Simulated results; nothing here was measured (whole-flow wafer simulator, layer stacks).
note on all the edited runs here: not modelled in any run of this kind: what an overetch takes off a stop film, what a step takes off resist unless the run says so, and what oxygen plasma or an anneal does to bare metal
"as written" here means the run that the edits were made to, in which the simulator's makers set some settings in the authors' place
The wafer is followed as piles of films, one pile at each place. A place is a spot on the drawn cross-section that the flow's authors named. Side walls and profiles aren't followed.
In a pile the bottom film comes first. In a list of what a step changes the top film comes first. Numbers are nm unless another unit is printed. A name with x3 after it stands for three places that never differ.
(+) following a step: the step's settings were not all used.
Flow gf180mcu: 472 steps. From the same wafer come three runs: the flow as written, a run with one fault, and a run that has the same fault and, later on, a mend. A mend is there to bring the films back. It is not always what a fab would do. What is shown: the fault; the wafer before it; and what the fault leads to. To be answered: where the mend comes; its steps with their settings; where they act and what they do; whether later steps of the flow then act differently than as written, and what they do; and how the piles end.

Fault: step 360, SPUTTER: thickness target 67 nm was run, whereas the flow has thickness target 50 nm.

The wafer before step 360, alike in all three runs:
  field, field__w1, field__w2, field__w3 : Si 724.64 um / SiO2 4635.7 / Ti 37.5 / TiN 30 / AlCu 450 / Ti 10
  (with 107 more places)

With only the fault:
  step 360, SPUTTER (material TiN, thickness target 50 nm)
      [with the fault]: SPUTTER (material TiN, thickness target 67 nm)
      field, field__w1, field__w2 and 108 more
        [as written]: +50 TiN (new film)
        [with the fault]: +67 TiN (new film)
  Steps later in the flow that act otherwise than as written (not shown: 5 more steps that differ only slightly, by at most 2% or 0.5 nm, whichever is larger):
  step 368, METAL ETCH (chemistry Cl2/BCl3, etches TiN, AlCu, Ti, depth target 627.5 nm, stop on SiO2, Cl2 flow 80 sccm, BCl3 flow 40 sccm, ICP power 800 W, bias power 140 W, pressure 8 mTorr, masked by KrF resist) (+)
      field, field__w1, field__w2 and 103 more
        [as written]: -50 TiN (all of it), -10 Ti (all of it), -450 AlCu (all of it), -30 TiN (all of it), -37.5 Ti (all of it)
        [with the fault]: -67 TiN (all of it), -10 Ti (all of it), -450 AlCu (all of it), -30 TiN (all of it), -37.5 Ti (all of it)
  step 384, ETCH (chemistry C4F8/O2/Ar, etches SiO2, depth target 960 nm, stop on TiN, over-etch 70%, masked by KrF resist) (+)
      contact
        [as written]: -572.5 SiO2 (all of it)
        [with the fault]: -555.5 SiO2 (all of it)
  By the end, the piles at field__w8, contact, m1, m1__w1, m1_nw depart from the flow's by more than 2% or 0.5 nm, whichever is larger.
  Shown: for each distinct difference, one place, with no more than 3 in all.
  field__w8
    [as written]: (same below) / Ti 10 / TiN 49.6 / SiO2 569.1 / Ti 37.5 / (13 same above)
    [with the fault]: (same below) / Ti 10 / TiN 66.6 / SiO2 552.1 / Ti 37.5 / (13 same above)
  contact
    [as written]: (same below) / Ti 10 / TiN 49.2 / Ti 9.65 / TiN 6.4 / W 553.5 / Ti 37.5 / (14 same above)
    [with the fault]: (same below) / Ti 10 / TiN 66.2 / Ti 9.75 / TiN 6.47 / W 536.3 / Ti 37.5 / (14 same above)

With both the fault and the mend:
  The mend stands after step 360.
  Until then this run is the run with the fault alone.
  step 360a, METAL ETCH (chemistry Cl2/BCl3, etches TiN, AlCu, Ti, depth target 17 nm, Cl2 flow 80 sccm, BCl3 flow 40 sccm, ICP power 800 W, bias power 140 W, pressure 8 mTorr) (a further turn of the flow's step 260, with different settings)
      field, field__w1, field__w2 and 108 more
        -17 TiN
  Every later step of the flow that is run acts as written at every place that is followed.
  The piles end the same as the flow's at every place that both follow.
